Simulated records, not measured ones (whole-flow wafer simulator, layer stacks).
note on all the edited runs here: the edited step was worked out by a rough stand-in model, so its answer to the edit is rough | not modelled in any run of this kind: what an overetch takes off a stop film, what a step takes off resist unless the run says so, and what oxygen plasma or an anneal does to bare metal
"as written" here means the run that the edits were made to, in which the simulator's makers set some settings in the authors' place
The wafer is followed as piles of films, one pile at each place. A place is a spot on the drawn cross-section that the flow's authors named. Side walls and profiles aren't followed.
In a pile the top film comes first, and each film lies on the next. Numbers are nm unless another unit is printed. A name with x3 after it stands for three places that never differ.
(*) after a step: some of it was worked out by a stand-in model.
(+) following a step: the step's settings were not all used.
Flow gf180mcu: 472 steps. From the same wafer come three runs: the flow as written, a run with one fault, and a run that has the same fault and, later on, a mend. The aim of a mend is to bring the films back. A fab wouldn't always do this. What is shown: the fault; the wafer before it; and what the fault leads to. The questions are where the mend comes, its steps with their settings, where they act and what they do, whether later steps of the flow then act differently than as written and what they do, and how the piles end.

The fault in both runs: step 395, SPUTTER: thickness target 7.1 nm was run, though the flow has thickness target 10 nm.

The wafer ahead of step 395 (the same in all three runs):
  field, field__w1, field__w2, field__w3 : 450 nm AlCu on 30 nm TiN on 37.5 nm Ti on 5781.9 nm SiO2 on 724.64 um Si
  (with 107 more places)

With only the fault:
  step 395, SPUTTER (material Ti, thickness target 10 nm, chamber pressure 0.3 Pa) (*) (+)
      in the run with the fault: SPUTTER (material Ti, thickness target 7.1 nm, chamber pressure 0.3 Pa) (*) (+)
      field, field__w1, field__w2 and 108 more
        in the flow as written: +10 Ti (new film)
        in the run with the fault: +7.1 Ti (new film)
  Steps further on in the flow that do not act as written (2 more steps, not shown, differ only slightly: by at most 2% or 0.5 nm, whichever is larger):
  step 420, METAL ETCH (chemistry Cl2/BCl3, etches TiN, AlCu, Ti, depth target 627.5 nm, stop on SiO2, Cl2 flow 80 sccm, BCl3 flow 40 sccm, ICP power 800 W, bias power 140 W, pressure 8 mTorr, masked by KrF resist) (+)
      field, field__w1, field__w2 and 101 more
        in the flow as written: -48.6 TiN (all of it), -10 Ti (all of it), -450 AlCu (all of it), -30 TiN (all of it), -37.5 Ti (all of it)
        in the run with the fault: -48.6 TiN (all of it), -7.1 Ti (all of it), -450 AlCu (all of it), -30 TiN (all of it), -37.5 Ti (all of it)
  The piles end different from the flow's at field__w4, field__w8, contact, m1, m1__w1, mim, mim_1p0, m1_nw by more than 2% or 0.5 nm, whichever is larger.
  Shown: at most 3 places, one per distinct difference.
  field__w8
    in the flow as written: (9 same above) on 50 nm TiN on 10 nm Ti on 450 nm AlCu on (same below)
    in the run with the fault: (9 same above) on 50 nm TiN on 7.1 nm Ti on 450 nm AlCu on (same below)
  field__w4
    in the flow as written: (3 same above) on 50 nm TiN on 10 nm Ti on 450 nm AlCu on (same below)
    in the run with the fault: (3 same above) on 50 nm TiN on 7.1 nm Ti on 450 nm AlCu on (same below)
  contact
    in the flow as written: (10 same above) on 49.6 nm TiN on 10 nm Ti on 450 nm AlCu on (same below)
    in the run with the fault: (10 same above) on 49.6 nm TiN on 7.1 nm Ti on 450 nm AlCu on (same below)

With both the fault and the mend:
  The mend follows step 395.
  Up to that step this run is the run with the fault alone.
  step 395a, SPUTTER (material Ti, thickness target 2.9 nm, chamber pressure 0.3 Pa) (*) (+) (a further turn of the flow's step 395, with different settings)
      field, field__w1, field__w2 and 108 more
        +2.9 Ti
  None of the later steps of the flow acts differently than as written at any place that is followed.
  By the end, the piles equal the flow's at every place that both follow.
